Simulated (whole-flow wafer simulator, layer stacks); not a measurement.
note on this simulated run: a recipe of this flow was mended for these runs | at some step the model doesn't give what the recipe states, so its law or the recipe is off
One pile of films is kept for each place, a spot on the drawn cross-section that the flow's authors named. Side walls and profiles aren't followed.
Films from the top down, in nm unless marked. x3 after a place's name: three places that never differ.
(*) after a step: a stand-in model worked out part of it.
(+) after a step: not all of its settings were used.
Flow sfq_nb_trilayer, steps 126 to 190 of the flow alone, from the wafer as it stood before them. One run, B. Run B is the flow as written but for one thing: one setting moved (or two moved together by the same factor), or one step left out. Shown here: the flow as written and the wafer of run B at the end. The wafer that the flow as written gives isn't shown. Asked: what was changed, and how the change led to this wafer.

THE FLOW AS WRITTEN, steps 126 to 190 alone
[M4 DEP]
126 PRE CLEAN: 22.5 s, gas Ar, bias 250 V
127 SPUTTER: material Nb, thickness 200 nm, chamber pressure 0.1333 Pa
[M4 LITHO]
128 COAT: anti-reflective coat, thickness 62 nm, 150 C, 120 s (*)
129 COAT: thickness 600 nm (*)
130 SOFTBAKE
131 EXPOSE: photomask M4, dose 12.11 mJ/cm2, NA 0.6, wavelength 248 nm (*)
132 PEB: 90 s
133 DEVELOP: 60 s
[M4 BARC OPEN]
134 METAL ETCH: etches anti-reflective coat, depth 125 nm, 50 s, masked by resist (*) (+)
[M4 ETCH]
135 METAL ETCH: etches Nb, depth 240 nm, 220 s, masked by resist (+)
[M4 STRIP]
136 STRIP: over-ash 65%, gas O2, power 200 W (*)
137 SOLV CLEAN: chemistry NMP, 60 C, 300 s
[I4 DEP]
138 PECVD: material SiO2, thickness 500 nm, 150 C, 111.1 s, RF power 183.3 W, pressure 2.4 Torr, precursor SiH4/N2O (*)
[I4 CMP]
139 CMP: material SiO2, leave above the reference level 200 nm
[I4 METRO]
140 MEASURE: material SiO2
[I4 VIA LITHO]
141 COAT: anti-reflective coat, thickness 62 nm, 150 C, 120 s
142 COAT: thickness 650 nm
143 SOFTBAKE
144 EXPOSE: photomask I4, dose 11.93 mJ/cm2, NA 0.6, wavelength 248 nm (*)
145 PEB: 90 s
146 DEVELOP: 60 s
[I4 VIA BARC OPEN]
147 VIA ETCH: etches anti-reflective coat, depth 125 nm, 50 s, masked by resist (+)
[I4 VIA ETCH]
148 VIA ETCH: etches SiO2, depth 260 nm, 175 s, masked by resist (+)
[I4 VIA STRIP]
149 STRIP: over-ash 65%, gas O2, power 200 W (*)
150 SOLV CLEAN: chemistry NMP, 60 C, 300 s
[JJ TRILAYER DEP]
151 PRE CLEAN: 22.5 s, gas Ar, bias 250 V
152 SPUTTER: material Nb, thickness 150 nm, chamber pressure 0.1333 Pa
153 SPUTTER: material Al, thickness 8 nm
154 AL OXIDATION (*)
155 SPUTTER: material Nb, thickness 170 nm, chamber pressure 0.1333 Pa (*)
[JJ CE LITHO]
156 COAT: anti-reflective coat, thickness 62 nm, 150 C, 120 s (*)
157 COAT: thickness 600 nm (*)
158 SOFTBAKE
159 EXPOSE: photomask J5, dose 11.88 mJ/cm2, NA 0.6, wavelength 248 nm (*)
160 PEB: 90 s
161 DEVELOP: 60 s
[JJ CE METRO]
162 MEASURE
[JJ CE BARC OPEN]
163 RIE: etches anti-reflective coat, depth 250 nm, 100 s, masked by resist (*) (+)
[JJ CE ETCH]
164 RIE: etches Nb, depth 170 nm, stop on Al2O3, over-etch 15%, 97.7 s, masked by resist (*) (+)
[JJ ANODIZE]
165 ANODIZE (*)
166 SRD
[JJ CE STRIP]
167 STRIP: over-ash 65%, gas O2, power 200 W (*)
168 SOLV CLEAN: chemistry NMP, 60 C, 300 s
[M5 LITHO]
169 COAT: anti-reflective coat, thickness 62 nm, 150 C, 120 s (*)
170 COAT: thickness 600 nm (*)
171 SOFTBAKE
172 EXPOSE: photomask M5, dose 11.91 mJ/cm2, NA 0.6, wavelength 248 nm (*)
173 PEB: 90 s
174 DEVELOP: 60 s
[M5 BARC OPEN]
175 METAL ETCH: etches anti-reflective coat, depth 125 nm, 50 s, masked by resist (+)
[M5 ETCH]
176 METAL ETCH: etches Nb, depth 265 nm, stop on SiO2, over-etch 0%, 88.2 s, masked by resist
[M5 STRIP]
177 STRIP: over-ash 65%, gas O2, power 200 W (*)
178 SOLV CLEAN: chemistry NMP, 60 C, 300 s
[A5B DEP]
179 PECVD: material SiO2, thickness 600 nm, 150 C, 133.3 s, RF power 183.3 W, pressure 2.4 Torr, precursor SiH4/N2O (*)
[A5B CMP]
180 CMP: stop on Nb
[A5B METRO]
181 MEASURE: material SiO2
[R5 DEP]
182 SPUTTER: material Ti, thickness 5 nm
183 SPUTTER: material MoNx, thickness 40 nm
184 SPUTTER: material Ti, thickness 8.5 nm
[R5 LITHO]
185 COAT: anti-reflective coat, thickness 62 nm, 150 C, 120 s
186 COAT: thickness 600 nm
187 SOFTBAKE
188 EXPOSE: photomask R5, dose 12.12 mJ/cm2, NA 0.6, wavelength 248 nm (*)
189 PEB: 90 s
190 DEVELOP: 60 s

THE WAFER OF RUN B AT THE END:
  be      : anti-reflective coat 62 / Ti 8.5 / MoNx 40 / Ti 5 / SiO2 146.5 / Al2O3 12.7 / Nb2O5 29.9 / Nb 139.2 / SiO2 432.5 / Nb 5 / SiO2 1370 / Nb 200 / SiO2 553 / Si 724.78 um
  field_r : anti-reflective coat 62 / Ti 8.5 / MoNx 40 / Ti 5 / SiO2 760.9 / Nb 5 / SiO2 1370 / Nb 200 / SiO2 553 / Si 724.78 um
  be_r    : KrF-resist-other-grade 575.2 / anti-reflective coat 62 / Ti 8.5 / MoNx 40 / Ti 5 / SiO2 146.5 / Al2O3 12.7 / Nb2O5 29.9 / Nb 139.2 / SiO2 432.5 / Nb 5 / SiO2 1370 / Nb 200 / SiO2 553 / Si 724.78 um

The cause: step 127, SPUTTER: thickness 245 nm was run, where the flow has thickness 200 nm.

How the change led to this, step by step:
  127 SPUTTER: material Nb, thickness 200 nm, chamber pressure 0.1333 Pa
      field_l, v_sur, via_wl and 102 more: Nb +245 (new film) (as written it would be: Nb +200 (new film))
      via_v: Nb +201.9 (as written it would be: Nb +164.5)
  128 COAT: anti-reflective coat, thickness 62 nm, 150 C, 120 s (*)
      via_v: anti-reflective coat +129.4 (new film) (as written it would be: anti-reflective coat +126.8 (new film))
  135 METAL ETCH: etches Nb, depth 240 nm, 220 s, masked by resist (+)
      field_l, be, be_sur and 64 more: Nb -240 (as written it would be: Nb -200 (all of it), SiO2 -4)
  136 STRIP: over-ash 65%, gas O2, power 200 W (*)
      via_v: KrF-resist-other-grade -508 (all of it), anti-reflective coat -129.4 (all of it) (as written it would be: KrF-resist-other-grade -503.7 (all of it), anti-reflective coat -126.8 (all of it))
  138 PECVD: material SiO2, thickness 500 nm, 150 C, 111.1 s, RF power 183.3 W, pressure 2.4 Torr, precursor SiH4/N2O (*)
      field_l, be, be_sur and 55 more: SiO2 +500 (new film) (as written it would be: SiO2 +500)
      p3_s0 x6: SiO2 +597.1 (new film) (as written it would be: SiO2 +561.1)
      (and at 3 more places)
  139 CMP: material SiO2, leave above the reference level 200 nm
      field_l, be, be_sur and 55 more: SiO2 -60 (as written it would be: SiO2 -96)
      lsp_r, l0_sur, l0v: SiO2 -50.3 (as written it would be: SiO2 -87.7)
      (and at 1 more place)
Counting metal films that touch as one body, be has 4 bodies (between them, from the top down: SiO2 146.5 / Al2O3 12.7 / Nb2O5 29.9; SiO2 432.5; SiO2 1370); the flow as written gives 3 bodies (between them, from the top down: SiO2 146.5 / Al2O3 12.7 / Nb2O5 29.9; SiO2 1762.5).
Counting metal films that touch as one body, field_r has 3 bodies (between them, from the top down: SiO2 760.9; SiO2 1370); the flow as written gives 2 bodies (between them, from the top down: SiO2 2090.9).
Counting metal films that touch as one body, be_r has 4 bodies (between them, from the top down: SiO2 146.5 / Al2O3 12.7 / Nb2O5 29.9; SiO2 432.5; SiO2 1370); the flow as written gives 3 bodies (between them, from the top down: SiO2 146.5 / Al2O3 12.7 / Nb2O5 29.9; SiO2 1762.5).
